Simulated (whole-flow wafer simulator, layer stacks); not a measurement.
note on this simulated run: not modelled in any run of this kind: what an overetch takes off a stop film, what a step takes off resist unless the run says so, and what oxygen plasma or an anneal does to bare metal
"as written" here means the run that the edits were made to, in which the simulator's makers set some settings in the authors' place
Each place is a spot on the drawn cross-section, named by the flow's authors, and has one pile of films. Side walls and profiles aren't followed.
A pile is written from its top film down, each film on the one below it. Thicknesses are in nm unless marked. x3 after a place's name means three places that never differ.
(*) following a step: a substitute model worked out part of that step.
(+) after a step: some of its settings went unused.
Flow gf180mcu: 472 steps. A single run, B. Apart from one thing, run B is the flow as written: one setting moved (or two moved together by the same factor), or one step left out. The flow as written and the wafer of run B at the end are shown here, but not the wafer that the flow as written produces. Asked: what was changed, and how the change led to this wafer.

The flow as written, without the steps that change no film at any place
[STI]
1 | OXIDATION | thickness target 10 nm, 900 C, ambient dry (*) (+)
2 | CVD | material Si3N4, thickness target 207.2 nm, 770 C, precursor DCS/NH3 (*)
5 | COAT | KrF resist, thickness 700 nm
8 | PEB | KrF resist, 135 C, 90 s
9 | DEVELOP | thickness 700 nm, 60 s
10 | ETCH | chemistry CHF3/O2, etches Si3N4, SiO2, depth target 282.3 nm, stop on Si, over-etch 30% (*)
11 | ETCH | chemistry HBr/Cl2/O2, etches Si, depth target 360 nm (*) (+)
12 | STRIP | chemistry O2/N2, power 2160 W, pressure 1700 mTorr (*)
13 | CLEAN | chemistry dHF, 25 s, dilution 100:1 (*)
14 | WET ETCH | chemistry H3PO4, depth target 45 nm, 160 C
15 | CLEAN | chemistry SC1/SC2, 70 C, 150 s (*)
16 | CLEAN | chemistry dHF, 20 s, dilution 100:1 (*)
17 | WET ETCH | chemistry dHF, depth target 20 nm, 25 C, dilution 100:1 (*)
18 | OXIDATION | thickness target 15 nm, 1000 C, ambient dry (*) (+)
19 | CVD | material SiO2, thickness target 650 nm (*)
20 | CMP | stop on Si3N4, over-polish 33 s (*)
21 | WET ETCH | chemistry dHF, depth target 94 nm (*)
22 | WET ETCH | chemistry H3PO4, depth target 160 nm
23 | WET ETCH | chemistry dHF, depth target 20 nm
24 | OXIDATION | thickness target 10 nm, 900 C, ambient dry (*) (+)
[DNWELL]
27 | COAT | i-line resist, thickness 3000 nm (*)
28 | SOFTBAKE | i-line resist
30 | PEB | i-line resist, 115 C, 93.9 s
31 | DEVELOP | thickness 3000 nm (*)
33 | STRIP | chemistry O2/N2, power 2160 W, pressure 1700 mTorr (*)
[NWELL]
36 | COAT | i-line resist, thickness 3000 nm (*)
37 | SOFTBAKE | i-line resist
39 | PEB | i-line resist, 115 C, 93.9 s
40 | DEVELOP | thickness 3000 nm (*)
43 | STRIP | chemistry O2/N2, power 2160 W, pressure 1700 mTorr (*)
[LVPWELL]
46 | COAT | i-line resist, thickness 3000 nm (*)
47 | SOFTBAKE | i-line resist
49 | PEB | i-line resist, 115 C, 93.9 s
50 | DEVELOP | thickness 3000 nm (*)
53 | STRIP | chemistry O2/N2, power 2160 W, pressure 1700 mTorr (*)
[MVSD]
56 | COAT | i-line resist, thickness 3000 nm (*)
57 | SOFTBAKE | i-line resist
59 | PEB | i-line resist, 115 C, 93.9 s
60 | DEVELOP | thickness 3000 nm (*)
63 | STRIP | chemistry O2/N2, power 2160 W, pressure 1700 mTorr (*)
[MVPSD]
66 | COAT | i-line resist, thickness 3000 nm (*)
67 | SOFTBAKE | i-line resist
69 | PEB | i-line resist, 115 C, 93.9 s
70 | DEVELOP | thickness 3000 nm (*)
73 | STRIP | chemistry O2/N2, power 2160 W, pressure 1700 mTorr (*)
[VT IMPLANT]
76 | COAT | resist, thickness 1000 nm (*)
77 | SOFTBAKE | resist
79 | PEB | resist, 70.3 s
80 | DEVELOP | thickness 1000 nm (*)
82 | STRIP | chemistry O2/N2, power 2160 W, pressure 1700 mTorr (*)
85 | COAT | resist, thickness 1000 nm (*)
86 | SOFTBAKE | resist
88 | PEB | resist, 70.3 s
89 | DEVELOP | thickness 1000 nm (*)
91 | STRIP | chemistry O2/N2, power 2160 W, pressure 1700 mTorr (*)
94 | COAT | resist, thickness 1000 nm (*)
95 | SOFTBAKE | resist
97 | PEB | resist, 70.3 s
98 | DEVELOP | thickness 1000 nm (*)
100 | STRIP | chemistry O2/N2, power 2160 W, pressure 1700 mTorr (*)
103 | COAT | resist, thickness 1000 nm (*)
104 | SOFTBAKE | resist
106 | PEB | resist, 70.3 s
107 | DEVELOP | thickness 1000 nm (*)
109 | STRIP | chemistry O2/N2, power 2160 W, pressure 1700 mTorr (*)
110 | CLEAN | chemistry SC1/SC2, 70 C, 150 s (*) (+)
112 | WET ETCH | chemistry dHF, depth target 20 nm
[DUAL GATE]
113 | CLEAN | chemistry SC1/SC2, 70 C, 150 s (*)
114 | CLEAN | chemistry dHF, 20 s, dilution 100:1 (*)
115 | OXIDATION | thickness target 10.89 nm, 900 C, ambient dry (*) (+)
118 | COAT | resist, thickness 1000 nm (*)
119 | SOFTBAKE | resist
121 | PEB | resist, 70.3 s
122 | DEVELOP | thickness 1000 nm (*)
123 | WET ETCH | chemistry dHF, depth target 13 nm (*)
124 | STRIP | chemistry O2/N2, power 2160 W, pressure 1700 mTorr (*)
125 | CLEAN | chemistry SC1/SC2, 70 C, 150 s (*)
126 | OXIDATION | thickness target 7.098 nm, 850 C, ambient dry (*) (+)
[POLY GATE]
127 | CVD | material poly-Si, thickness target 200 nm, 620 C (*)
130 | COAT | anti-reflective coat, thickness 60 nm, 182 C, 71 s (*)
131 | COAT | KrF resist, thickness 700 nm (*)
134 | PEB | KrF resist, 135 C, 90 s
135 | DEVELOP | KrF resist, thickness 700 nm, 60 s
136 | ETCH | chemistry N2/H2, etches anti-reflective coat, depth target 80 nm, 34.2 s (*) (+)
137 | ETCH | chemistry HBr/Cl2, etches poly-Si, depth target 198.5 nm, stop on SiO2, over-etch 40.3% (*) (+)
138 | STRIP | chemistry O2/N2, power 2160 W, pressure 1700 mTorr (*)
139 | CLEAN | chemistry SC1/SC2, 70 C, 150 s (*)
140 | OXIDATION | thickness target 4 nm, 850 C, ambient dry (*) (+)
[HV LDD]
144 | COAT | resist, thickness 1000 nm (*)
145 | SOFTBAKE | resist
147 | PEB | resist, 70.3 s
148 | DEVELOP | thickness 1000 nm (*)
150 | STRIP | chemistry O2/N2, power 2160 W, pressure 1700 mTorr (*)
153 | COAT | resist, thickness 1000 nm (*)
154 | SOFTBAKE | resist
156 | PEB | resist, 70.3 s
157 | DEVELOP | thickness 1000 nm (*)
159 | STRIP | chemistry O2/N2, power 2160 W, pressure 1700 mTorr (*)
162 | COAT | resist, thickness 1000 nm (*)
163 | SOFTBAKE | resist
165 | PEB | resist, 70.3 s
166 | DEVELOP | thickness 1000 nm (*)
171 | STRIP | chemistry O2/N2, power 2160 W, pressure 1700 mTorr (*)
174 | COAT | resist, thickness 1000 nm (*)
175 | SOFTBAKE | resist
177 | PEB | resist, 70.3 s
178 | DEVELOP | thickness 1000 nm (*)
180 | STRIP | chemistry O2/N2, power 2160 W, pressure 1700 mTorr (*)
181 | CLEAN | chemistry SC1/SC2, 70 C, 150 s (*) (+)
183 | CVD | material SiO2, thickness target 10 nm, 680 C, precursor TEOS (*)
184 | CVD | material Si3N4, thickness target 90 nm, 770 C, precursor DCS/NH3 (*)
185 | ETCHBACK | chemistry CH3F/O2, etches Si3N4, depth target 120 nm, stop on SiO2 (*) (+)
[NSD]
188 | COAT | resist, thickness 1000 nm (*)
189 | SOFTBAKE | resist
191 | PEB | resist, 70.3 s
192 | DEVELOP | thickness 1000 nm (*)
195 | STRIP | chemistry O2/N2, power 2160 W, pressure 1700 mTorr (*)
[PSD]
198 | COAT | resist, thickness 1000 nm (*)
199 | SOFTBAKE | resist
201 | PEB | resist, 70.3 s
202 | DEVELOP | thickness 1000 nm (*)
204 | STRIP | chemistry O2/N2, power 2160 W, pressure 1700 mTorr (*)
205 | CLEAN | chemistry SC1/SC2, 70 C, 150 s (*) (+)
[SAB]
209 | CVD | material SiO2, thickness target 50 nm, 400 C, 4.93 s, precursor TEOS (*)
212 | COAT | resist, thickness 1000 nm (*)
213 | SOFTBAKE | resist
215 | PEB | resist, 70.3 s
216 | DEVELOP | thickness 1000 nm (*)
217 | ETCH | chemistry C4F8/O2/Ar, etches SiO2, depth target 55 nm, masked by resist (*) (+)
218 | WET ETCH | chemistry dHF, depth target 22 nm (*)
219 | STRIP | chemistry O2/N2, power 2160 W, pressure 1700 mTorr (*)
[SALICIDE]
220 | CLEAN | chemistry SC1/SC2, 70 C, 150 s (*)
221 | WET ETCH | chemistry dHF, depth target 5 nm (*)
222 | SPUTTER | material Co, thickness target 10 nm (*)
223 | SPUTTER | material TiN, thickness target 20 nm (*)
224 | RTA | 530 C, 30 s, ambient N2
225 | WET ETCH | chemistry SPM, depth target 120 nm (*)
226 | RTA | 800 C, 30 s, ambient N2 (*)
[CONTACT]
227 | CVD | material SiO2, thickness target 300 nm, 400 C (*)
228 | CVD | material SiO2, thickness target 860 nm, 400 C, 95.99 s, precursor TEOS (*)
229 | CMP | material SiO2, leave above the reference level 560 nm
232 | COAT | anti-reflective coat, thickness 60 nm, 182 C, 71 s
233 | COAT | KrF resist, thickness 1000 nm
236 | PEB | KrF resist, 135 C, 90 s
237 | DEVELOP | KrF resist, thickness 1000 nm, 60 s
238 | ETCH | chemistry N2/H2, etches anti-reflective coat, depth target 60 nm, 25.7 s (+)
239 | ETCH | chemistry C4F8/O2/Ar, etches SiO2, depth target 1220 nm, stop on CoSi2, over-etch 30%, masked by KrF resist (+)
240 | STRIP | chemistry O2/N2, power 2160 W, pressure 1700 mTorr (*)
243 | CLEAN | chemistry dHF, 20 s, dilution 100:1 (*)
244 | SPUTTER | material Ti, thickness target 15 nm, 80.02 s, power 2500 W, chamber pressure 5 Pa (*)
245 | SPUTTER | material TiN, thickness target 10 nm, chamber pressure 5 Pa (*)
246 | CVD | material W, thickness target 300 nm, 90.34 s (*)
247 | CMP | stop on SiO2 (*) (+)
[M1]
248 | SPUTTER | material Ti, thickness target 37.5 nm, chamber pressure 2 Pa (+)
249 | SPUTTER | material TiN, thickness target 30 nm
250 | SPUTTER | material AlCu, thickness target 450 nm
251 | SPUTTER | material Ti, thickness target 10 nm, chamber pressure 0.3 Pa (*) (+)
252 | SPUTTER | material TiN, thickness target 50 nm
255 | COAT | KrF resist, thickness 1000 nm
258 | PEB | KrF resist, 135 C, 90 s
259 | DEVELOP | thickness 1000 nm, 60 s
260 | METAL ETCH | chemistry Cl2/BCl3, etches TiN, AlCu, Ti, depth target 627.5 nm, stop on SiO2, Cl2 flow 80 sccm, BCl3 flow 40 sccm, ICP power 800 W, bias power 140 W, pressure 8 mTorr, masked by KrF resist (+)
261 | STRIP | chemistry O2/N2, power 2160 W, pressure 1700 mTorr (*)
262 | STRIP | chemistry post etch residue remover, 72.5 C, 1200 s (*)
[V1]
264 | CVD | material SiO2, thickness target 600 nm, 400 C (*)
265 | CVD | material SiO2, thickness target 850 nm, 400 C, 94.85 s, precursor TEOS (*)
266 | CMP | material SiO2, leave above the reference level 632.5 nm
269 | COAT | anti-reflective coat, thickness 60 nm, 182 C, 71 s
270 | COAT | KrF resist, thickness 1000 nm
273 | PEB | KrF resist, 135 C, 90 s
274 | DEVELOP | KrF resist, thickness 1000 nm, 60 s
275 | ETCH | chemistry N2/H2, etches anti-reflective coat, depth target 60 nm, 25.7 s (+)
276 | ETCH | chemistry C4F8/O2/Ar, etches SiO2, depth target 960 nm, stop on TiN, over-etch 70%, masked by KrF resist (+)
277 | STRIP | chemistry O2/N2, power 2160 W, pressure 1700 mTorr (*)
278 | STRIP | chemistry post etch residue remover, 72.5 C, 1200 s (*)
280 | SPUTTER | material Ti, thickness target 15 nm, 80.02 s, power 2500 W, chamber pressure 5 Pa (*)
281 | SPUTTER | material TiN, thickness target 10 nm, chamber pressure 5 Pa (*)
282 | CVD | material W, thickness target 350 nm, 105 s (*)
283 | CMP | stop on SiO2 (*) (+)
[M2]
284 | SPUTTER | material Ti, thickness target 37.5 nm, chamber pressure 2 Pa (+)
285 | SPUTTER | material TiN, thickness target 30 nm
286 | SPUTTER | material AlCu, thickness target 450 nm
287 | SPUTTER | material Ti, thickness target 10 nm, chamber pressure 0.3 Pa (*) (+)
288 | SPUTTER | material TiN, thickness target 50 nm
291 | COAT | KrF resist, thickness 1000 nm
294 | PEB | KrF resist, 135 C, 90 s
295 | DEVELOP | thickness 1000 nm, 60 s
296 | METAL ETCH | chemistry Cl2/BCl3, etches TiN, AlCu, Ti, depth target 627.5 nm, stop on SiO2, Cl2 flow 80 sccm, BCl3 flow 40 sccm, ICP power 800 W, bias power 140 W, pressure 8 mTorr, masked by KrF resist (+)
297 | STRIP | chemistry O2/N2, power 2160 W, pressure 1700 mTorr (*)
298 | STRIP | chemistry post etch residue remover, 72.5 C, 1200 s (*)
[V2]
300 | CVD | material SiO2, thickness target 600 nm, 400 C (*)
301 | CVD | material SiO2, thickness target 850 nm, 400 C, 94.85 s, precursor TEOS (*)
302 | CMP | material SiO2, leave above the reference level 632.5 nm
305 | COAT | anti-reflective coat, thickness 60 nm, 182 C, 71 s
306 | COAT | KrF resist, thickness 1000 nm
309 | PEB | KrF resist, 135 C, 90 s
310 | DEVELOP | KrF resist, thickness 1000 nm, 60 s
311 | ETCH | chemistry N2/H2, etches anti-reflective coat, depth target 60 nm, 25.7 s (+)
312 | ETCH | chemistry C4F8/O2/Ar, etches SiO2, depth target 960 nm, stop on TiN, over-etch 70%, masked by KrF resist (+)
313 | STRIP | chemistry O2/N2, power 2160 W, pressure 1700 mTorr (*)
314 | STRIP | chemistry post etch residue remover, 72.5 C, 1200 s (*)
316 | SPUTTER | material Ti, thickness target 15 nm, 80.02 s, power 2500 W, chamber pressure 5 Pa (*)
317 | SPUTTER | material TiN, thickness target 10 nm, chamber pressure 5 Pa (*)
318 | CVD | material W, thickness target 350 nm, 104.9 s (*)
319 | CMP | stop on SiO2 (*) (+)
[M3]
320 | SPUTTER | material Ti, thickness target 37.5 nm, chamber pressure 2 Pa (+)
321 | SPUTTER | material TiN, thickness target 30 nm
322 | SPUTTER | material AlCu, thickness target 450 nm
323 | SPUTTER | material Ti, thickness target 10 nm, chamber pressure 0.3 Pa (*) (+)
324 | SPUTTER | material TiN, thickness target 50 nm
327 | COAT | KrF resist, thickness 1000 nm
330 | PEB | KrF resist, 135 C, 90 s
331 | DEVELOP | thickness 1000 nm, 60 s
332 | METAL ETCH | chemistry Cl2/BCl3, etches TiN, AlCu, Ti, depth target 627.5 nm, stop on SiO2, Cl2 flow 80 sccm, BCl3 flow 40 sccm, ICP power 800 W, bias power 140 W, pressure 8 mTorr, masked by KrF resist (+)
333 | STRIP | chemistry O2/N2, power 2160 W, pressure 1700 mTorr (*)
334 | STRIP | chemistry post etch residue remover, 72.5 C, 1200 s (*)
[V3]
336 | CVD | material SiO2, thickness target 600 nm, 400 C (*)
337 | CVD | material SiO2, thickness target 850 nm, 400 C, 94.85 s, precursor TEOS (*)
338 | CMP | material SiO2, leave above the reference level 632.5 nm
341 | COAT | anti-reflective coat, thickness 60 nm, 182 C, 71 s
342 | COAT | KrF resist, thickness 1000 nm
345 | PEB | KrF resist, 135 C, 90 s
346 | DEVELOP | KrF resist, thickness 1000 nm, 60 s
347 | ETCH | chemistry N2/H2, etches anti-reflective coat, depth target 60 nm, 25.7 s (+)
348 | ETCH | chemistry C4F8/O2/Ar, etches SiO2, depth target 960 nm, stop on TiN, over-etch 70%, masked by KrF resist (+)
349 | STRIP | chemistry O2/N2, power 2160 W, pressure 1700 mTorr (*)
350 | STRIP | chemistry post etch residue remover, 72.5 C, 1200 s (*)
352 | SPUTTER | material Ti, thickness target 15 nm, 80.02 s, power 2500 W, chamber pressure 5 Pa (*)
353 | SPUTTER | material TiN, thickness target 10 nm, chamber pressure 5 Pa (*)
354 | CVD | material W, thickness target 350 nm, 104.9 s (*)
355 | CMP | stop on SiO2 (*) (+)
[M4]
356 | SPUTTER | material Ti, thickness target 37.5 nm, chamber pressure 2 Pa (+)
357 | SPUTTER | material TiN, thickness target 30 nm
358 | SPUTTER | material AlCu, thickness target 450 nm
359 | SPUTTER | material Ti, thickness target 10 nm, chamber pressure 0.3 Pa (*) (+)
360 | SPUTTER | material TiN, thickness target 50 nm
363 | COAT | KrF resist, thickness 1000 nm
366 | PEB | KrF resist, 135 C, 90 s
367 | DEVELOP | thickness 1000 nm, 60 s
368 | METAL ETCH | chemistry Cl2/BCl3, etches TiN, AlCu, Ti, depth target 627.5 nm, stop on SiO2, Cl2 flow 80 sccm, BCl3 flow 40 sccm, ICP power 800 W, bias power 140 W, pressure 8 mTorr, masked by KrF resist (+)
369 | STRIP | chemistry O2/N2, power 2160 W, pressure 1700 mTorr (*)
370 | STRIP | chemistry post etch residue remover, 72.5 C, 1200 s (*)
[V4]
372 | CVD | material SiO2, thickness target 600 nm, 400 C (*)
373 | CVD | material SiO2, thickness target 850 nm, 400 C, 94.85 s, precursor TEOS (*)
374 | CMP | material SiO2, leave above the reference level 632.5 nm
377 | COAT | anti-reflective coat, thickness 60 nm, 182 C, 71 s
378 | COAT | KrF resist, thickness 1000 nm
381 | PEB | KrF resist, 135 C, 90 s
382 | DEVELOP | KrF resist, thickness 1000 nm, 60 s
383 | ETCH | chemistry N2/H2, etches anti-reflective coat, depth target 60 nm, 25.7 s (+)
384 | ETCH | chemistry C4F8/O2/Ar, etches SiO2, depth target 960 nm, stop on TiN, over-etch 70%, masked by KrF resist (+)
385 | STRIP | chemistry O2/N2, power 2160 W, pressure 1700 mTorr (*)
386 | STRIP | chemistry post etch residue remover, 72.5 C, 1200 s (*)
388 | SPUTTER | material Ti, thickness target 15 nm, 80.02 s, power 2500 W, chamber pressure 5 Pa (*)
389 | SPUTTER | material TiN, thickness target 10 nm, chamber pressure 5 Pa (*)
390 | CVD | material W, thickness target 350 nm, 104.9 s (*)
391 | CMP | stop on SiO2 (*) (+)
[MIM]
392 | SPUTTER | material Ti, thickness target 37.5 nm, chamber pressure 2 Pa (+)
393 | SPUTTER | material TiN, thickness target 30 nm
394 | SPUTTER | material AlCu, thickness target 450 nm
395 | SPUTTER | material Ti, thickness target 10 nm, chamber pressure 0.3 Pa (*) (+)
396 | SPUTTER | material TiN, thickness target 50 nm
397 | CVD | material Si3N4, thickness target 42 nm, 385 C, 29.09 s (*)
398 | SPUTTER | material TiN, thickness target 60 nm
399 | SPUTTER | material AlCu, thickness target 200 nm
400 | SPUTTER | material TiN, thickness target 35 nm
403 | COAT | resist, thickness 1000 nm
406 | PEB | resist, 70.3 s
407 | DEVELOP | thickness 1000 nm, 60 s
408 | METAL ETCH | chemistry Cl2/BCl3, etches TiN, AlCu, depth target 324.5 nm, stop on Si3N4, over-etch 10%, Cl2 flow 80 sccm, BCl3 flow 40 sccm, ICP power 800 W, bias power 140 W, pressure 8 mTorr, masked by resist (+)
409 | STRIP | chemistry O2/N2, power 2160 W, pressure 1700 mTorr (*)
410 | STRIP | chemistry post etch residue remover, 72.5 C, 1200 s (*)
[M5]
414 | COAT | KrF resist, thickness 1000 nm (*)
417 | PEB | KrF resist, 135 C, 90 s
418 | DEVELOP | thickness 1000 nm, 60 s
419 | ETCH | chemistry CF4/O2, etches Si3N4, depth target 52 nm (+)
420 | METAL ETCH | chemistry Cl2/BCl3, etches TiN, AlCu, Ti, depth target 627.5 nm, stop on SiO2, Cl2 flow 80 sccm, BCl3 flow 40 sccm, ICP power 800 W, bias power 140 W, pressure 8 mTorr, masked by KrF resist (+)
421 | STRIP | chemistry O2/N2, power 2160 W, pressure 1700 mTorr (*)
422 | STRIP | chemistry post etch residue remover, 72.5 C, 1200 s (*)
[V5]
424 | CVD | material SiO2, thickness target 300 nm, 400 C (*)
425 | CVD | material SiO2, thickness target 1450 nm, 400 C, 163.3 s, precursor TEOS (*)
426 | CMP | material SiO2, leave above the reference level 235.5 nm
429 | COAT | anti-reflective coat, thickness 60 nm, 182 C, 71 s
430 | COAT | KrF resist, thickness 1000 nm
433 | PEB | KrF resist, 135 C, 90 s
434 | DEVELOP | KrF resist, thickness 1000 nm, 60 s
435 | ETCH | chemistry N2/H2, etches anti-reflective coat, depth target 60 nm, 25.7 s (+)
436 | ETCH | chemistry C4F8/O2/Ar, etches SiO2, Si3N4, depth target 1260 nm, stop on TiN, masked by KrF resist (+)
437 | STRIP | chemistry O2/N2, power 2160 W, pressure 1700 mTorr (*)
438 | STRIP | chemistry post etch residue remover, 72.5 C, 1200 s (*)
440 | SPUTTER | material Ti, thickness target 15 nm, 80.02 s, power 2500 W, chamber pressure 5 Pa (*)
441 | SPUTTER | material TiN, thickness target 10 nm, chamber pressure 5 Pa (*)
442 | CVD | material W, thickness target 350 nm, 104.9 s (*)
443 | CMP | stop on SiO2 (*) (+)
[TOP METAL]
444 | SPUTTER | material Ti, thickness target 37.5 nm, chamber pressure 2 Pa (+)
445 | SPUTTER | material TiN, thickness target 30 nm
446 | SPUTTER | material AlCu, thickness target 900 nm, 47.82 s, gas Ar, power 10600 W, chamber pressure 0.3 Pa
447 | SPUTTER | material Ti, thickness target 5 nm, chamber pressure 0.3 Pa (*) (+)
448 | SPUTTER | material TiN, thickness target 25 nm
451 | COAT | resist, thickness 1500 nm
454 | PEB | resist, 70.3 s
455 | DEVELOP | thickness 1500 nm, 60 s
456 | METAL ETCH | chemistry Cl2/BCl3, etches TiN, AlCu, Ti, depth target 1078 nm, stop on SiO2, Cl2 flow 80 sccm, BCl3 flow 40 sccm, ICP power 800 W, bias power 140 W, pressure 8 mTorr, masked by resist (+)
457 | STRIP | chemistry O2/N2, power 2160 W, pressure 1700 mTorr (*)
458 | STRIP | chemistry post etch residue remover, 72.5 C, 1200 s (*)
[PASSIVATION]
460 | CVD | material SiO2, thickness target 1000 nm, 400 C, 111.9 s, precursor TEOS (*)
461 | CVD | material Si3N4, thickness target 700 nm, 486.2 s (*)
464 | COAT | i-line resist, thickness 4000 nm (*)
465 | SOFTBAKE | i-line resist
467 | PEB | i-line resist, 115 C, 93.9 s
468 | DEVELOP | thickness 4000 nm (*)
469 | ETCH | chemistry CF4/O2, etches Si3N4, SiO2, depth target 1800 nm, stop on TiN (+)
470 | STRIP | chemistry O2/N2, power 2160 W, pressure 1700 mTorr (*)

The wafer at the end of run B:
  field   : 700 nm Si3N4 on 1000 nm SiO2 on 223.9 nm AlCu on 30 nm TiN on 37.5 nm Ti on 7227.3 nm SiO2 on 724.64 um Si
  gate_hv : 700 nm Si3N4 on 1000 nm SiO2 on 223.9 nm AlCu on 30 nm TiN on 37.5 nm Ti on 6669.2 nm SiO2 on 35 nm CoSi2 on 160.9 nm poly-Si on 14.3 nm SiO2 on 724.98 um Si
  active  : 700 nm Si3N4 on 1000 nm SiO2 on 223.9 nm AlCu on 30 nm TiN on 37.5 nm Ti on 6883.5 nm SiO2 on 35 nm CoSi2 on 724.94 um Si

What caused this: step 456, METAL ETCH: depth target 700.4 nm was run, whereas the flow has depth target 1078 nm.

Step by step, how the change led to this:
  456 | METAL ETCH | chemistry Cl2/BCl3, etches TiN, AlCu, Ti, depth target 1078 nm, stop on SiO2, Cl2 flow 80 sccm, BCl3 flow 40 sccm, ICP power 800 W, bias power 140 W, pressure 8 mTorr, masked by resist (+)
      field, field__w1, field__w2 and 103 more: -25 TiN (all of it), -5 Ti (all of it), -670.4 AlCu (it would be, as written: -25 TiN (all of it), -5 Ti (all of it), -900 AlCu (all of it), -30 TiN (all of it), -37.5 Ti (all of it))
      field__w8, contact, m1, m1__w1, pad, m1_nw: -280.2 resist (it would be, as written: -431 resist)
  457 | STRIP | chemistry O2/N2, power 2160 W, pressure 1700 mTorr (*)
      field__w8, contact, m1, m1__w1, pad, m1_nw: -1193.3 resist (all of it) (it would be, as written: -1042.5 resist (all of it))
  458 | STRIP | chemistry post etch residue remover, 72.5 C, 1200 s (*)
      field, field__w1, field__w2 and 103 more: -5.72 AlCu (it would be, as written: nothing)
  460 | CVD | material SiO2, thickness target 1000 nm, 400 C, 111.9 s, precursor TEOS (*)
      field, field__w1, field__w2 and 103 more: +1000 SiO2 (new film) (it would be, as written: +1000 SiO2)
  464 | COAT | i-line resist, thickness 4000 nm (*)
      field__w8: +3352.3 i-line resist (new film) (it would be, as written: +3093.1 i-line resist (new film))
      contact: +3386.3 i-line resist (new film) (it would be, as written: +3153.6 i-line resist (new film))
      (and at 4 other places as well)
  465 | SOFTBAKE | i-line resist
      gate: -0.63 i-line resist (it would be, as written: +1.79 i-line resist)
      ld_fp_p, ld_drift_p: +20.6 i-line resist (it would be, as written: +33.8 i-line resist)
      (and at 66 other places as well)
  467 | PEB | i-line resist, 115 C, 93.9 s
      field__w8, m1__w1: -54.5 i-line resist (it would be, as written: -49.2 i-line resist)
      contact: -54.7 i-line resist (it would be, as written: -49.6 i-line resist)
      (and at 3 other places as well)
  468 | DEVELOP | thickness 4000 nm (*)
      pad: -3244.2 i-line resist (all of it) (it would be, as written: -2960.4 i-line resist (all of it))
  470 | STRIP | chemistry O2/N2, power 2160 W, pressure 1700 mTorr (*)
      field__w8: -2055.2 i-line resist (all of it) (it would be, as written: -1775.9 i-line resist (all of it))
      contact: -2068.1 i-line resist (all of it) (it would be, as written: -1798.3 i-line resist (all of it))
      (and at 3 other places as well)
If metal films that touch count as one body, field has 1 body; the flow as written gives 0 bodies.
If metal films that touch count as one body, gate_hv has 2 bodies (between them, from the top down: SiO2 6669.2); the flow as written gives 1 body.
If metal films that touch count as one body, active has 2 bodies (between them, from the top down: SiO2 6883.5); the flow as written gives 1 body.
